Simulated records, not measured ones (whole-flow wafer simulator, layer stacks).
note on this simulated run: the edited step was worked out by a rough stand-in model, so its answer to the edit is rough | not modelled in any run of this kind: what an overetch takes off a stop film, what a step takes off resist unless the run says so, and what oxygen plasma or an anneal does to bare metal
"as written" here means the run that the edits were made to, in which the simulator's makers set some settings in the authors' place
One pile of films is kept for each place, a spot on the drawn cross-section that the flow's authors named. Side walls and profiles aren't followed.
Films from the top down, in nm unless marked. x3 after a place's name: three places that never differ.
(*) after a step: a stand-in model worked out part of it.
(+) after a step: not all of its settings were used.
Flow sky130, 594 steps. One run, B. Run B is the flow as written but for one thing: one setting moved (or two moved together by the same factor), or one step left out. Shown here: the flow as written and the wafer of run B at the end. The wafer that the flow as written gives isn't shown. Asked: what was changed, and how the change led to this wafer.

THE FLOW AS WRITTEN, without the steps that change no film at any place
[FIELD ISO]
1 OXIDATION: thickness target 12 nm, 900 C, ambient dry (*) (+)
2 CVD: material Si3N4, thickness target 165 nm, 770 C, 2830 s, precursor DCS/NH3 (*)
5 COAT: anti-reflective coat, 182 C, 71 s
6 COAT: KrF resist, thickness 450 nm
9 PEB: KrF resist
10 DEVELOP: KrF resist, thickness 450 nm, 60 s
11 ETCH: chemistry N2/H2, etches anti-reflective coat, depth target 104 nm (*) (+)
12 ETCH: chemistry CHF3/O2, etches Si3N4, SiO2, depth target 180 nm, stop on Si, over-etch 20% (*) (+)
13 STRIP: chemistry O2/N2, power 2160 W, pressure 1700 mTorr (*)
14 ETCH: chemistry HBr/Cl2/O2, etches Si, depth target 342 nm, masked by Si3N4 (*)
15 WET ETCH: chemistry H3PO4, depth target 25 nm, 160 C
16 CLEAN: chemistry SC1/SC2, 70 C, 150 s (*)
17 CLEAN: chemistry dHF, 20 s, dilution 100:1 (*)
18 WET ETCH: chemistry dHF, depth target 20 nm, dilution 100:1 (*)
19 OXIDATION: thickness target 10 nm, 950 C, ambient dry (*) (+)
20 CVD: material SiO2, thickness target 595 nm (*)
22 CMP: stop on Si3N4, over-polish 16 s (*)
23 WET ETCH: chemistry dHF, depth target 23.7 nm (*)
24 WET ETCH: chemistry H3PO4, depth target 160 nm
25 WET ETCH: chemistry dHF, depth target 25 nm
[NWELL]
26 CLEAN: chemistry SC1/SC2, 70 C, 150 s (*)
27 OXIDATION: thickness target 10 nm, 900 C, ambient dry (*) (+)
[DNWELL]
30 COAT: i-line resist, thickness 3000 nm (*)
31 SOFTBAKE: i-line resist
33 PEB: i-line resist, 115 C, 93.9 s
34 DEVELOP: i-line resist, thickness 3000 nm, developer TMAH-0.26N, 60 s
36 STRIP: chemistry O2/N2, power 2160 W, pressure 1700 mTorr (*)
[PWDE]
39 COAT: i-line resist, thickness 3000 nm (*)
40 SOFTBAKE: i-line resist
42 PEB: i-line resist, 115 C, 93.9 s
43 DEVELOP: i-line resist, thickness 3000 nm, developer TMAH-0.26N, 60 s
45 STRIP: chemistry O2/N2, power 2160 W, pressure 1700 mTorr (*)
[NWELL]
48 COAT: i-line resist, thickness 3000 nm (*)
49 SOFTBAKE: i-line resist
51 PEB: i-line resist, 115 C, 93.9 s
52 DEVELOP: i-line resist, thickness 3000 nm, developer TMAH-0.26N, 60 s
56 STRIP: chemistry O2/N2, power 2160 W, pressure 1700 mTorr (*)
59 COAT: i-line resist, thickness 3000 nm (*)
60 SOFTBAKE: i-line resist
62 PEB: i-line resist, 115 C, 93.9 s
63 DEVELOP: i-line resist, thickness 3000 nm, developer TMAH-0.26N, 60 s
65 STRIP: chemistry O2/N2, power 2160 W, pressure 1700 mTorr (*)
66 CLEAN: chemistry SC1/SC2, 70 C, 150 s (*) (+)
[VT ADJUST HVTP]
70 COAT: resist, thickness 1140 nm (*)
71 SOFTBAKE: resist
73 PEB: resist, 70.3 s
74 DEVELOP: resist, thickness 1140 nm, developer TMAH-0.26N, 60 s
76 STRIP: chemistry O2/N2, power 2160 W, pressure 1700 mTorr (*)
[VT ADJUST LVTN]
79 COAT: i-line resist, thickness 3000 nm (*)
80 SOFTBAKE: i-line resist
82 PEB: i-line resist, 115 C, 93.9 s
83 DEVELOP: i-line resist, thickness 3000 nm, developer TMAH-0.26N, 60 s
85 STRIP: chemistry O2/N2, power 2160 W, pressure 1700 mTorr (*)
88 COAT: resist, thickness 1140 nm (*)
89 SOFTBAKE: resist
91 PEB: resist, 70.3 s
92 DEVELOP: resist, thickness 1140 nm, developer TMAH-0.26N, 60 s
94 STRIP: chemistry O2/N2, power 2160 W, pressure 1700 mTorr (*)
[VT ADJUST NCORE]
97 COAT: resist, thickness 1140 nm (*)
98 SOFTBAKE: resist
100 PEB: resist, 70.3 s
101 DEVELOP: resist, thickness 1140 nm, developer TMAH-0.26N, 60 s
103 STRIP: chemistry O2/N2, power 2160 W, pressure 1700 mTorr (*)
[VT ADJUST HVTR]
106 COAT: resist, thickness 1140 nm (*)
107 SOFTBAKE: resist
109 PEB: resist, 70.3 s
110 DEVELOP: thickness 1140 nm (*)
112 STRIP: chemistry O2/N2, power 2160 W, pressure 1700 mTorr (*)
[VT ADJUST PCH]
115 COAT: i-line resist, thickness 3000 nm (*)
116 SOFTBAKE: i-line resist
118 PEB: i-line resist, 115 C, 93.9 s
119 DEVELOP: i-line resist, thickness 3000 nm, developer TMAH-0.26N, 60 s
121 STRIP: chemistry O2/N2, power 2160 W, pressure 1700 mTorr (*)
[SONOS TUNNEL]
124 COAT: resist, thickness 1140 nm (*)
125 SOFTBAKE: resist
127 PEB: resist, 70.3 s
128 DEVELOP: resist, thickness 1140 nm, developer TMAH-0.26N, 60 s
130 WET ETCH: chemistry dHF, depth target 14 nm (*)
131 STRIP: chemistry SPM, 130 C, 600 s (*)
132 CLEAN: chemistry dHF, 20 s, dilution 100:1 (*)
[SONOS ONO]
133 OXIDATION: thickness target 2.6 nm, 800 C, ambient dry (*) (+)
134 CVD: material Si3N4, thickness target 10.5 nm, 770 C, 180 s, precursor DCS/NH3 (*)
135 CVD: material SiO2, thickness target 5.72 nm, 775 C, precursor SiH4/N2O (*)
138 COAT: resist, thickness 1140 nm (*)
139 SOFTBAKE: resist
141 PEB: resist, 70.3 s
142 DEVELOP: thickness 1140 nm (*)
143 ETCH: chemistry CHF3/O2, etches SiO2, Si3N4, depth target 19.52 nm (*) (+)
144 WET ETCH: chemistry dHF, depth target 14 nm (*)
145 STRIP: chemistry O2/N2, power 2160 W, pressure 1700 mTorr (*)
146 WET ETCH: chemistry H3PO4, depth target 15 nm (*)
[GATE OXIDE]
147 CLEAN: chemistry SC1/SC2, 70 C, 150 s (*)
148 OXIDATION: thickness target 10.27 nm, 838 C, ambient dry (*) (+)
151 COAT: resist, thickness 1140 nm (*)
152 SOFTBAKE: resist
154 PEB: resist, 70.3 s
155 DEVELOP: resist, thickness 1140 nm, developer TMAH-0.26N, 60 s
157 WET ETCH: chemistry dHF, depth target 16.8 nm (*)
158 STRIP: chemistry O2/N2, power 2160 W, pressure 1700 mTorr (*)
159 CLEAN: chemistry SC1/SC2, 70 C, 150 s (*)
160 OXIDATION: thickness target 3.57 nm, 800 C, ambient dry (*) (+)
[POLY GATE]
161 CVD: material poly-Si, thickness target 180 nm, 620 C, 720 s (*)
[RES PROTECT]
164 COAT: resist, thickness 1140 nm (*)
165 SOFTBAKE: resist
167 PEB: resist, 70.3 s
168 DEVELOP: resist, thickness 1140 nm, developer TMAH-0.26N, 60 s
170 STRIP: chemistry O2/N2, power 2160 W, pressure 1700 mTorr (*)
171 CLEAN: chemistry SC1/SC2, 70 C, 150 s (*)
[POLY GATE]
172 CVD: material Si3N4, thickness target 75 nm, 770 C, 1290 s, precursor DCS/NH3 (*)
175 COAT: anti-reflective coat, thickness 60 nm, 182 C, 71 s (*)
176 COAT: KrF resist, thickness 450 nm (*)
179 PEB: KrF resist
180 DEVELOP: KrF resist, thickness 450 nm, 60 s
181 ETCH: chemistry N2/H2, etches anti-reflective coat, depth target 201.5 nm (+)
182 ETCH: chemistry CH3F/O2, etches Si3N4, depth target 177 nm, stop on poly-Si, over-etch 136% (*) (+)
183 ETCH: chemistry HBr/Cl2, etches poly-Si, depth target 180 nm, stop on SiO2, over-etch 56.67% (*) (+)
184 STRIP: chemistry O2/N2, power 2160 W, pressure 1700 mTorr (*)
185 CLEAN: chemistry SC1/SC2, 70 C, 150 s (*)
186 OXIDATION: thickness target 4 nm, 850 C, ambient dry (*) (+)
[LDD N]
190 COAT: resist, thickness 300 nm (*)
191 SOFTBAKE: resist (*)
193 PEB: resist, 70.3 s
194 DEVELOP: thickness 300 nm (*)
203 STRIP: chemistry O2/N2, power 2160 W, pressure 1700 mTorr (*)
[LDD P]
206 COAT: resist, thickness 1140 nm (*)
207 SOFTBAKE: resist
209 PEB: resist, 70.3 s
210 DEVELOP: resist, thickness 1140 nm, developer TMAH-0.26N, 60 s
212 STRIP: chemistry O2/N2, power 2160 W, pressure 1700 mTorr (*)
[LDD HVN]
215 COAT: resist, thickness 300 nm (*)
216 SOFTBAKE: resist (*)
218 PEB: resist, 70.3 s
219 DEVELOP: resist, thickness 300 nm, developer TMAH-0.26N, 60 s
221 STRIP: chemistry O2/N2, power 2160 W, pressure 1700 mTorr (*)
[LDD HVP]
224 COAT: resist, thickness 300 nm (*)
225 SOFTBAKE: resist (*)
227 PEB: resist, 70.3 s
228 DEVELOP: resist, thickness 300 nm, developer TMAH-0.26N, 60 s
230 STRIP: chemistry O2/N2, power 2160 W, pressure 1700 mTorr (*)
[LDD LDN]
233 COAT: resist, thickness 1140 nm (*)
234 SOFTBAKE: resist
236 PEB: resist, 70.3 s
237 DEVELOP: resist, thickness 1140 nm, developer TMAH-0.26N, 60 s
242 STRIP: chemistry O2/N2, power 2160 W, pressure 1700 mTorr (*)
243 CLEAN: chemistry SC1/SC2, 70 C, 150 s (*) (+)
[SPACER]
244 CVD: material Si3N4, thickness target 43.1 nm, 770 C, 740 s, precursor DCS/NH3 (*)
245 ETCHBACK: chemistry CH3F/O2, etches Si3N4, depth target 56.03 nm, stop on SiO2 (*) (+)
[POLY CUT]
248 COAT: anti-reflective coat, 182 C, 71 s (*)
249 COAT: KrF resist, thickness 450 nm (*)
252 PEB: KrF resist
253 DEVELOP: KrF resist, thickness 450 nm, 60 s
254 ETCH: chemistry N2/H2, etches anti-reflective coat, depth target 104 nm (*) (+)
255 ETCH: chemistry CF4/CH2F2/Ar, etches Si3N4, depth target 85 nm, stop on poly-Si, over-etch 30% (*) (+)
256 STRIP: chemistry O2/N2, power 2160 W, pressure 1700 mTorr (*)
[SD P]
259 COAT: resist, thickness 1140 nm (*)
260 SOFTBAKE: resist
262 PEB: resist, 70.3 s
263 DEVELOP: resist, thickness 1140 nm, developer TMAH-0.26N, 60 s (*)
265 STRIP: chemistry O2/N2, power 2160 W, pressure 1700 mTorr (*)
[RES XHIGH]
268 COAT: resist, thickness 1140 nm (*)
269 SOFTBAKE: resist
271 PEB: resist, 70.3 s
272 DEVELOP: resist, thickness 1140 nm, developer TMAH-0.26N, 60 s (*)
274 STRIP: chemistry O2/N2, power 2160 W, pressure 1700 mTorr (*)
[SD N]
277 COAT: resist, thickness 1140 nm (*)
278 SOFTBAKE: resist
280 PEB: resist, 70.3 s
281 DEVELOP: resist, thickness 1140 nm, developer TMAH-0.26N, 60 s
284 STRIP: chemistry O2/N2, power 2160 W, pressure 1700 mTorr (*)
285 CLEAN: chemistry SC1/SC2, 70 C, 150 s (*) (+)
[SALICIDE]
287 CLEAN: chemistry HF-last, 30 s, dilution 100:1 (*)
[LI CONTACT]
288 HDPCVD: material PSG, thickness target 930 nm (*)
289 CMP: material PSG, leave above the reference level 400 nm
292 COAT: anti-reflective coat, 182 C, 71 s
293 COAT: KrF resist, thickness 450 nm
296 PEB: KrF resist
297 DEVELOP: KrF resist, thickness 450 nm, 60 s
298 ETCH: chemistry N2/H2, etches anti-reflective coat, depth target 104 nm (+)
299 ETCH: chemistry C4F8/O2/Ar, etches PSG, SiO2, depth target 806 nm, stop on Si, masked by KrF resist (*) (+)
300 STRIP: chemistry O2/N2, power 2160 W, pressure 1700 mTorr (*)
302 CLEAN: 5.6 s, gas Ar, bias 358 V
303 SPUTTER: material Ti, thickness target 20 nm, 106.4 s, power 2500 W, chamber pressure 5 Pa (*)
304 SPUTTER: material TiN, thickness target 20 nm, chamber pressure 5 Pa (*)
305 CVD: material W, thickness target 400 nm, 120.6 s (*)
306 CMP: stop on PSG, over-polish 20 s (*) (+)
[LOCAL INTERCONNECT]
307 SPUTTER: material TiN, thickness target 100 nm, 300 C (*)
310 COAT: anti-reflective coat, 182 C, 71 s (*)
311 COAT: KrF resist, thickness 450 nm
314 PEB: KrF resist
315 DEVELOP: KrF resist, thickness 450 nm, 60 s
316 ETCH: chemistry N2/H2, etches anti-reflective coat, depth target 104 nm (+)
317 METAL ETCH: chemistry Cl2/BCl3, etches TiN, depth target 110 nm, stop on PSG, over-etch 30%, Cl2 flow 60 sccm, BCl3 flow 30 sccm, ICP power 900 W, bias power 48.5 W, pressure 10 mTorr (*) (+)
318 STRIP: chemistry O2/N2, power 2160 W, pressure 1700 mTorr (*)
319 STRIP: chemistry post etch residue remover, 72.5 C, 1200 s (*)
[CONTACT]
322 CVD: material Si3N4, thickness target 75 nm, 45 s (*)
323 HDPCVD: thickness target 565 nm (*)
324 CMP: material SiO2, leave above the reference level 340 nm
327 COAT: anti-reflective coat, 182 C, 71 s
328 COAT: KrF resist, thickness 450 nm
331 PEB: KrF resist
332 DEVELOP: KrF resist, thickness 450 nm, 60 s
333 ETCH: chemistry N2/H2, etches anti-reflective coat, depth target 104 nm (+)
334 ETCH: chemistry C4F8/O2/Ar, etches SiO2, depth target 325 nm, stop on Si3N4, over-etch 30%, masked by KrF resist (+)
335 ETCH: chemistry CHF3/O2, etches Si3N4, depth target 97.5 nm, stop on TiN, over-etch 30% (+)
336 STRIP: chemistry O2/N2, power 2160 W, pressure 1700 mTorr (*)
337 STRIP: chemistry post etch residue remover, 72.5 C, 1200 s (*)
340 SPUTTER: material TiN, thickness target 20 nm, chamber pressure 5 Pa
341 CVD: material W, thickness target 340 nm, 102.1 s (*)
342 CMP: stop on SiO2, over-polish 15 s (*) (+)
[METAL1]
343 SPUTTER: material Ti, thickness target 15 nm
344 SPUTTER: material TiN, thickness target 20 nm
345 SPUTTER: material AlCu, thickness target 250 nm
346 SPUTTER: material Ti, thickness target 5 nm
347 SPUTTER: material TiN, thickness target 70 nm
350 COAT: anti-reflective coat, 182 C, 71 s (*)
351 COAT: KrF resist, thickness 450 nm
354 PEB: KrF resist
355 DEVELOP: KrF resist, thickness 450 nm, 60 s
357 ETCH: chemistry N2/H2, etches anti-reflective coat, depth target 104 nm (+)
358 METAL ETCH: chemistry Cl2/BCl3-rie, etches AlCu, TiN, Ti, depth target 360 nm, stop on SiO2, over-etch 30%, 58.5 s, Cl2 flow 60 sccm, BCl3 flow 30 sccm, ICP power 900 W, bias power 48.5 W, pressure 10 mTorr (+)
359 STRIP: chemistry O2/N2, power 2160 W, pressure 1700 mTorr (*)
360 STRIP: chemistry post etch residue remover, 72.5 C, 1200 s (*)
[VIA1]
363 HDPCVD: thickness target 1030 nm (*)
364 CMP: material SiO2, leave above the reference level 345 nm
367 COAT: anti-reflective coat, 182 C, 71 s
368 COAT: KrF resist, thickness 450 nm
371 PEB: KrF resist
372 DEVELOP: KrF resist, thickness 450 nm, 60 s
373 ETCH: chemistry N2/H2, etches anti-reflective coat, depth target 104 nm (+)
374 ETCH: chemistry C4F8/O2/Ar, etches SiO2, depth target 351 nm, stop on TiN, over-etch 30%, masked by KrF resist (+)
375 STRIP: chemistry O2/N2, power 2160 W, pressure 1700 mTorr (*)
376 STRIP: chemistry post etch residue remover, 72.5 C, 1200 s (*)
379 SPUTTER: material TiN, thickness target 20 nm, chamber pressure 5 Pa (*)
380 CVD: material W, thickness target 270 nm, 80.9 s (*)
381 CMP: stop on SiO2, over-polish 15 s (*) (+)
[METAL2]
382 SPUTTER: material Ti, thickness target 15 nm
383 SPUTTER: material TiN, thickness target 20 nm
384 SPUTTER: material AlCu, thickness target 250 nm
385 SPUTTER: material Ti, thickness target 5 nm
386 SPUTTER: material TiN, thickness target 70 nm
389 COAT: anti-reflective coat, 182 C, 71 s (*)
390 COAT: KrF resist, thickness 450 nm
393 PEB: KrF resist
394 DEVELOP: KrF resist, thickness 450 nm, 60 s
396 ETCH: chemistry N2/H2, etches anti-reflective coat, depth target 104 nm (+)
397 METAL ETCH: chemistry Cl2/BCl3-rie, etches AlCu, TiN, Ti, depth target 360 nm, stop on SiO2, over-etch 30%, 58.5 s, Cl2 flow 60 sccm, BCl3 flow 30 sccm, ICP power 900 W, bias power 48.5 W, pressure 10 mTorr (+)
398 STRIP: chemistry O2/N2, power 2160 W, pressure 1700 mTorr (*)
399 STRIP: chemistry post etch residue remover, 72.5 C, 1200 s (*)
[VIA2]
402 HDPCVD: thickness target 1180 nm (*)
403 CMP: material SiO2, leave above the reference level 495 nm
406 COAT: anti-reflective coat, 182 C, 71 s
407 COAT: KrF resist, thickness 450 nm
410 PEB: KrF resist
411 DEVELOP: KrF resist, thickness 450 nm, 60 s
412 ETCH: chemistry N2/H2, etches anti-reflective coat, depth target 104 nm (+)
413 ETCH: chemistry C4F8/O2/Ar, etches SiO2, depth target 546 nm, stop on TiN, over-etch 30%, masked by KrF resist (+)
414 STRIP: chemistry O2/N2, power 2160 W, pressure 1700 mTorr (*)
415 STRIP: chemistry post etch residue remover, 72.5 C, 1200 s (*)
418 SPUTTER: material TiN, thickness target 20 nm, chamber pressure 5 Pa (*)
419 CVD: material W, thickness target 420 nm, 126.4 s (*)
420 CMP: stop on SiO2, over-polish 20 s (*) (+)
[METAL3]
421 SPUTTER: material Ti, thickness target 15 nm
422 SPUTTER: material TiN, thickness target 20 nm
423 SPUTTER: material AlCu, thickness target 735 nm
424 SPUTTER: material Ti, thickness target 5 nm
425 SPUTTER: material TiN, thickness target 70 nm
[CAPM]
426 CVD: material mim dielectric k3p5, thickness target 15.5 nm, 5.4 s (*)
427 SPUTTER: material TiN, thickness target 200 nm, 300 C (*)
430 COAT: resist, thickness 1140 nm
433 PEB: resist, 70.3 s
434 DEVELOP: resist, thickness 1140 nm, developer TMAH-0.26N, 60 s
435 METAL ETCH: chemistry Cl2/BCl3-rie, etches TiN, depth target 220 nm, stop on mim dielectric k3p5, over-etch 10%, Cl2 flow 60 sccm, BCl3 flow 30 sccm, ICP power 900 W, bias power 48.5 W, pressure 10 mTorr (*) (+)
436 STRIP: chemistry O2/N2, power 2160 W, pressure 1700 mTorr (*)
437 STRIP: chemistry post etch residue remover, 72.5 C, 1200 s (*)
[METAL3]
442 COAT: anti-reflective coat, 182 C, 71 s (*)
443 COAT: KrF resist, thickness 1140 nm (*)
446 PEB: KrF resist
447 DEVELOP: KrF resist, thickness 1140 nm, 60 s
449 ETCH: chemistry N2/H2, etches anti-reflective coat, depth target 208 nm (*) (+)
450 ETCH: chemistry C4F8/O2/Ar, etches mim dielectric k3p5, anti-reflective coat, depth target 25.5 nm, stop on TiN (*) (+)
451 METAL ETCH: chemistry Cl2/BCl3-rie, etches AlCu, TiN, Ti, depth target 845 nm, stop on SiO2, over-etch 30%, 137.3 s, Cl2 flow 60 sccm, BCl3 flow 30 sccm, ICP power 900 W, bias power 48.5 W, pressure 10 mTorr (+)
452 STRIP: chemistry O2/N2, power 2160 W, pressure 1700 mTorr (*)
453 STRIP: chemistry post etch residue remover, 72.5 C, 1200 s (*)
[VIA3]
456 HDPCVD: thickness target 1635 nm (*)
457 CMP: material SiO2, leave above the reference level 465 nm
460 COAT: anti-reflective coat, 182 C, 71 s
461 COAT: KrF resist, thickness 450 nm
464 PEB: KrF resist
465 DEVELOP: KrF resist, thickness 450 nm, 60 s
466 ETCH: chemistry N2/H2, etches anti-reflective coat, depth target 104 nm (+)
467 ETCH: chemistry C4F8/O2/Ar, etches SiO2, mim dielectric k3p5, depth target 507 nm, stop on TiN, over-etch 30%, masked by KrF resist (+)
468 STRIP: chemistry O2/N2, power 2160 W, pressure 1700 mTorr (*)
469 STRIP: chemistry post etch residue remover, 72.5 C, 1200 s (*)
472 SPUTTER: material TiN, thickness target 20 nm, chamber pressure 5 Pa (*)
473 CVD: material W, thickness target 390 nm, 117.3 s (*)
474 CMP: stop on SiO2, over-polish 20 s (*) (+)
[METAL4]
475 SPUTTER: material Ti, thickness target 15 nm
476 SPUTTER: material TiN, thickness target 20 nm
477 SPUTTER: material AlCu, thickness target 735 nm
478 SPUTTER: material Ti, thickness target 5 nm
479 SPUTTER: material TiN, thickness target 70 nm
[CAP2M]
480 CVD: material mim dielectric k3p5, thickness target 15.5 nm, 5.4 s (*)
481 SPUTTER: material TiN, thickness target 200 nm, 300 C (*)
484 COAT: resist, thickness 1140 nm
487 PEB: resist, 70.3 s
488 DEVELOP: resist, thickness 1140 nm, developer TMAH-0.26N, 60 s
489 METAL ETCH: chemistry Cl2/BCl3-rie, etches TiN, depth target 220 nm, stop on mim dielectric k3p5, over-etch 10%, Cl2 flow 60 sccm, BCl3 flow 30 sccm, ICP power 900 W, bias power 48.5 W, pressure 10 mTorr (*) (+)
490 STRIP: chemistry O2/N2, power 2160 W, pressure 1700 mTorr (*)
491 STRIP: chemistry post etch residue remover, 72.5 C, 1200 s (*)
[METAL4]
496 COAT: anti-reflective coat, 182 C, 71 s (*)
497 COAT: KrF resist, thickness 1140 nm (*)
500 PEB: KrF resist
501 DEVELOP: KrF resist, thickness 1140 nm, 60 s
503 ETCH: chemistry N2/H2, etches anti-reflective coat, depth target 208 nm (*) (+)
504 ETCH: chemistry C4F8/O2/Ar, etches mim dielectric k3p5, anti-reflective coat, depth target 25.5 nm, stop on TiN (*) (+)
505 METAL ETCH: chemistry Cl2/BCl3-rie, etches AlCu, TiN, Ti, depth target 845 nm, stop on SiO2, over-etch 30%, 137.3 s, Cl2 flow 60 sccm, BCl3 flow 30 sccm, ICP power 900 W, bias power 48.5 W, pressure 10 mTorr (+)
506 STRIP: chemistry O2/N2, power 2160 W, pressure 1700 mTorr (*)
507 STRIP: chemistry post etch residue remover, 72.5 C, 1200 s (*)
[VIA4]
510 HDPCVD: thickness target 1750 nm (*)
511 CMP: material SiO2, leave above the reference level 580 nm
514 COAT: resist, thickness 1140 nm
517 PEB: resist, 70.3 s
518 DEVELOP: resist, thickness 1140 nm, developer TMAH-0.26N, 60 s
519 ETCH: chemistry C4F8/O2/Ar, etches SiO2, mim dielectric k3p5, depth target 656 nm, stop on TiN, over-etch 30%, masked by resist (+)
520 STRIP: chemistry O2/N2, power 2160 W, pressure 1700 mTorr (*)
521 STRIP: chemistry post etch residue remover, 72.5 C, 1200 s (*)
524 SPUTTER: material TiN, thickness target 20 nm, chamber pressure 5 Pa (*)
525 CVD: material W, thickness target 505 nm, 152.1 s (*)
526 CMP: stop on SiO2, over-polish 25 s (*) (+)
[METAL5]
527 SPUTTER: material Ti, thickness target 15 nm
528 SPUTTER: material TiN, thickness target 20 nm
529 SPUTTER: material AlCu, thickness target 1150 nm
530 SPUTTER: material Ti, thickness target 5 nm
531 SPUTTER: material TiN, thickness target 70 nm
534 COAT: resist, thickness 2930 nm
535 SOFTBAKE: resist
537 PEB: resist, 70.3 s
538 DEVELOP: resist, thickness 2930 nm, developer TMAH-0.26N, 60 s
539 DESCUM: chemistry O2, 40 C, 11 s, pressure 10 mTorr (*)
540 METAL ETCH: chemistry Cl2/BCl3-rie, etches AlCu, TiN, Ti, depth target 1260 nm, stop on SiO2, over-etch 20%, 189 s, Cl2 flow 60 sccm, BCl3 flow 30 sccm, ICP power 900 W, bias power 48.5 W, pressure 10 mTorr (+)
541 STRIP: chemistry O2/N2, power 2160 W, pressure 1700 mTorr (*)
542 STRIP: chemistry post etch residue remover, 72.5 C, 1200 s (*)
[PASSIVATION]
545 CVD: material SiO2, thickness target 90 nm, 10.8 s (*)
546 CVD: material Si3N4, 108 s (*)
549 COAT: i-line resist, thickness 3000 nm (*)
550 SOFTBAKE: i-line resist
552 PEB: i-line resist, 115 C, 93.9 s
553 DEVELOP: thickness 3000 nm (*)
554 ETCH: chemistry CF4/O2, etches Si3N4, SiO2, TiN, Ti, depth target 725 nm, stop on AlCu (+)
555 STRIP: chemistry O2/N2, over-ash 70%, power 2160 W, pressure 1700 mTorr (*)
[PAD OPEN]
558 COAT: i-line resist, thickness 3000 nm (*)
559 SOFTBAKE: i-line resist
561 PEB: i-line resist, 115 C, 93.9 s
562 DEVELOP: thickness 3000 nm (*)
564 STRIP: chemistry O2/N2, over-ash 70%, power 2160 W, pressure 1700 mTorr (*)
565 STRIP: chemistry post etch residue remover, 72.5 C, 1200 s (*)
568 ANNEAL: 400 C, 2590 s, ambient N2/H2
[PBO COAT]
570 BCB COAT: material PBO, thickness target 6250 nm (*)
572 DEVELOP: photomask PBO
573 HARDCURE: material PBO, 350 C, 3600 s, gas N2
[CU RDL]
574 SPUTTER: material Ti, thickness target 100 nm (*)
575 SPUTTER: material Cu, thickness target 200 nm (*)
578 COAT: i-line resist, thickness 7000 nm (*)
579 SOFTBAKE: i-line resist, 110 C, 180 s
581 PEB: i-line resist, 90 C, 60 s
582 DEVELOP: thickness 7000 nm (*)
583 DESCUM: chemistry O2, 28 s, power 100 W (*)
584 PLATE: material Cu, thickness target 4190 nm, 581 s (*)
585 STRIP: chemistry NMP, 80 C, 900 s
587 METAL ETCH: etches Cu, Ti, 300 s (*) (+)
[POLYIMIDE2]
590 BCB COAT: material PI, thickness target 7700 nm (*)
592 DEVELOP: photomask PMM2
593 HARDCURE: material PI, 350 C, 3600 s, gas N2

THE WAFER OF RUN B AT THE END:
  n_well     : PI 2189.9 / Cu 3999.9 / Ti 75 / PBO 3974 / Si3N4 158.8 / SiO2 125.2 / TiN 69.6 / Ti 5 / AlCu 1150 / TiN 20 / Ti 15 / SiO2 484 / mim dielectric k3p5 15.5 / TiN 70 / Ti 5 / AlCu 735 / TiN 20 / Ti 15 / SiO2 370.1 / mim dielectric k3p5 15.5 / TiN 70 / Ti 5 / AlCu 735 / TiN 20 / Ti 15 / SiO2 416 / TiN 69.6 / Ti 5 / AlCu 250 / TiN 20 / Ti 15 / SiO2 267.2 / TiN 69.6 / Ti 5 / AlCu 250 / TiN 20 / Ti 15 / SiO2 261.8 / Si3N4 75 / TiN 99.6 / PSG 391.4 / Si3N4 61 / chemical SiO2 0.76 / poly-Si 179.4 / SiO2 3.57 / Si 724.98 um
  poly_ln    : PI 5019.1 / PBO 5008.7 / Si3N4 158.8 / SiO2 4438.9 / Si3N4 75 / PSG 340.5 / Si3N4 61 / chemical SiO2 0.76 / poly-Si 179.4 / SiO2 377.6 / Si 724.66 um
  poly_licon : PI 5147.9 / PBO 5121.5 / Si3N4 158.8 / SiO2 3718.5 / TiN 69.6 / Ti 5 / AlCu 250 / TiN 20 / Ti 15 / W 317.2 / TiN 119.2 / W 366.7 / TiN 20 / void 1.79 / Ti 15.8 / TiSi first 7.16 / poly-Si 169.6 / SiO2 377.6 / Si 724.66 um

The cause: step 574, SPUTTER: thickness target 75 nm was run, where the flow has thickness target 100 nm.
It can be read off the wafer: n_well has Ti 75, and step 574 as written asks for 100 nm.

How the change led to this, step by step:
  574 SPUTTER: material Ti, thickness target 100 nm (*)
      field, active, n_well and 190 more: Ti +75 (new film) (as written it would be: Ti +100 (new film))
  587 METAL ETCH: etches Cu, Ti, 300 s (*) (+)
      field, active, gate and 167 more: Cu -200 (all of it), Ti -75 (all of it) (as written it would be: Cu -200 (all of it), Ti -100 (all of it))
  590 BCB COAT: material PI, thickness target 7700 nm (*)
      de16_gate_nw: PI +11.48 um (new film) (as written it would be: PI +11.5 um (new film))
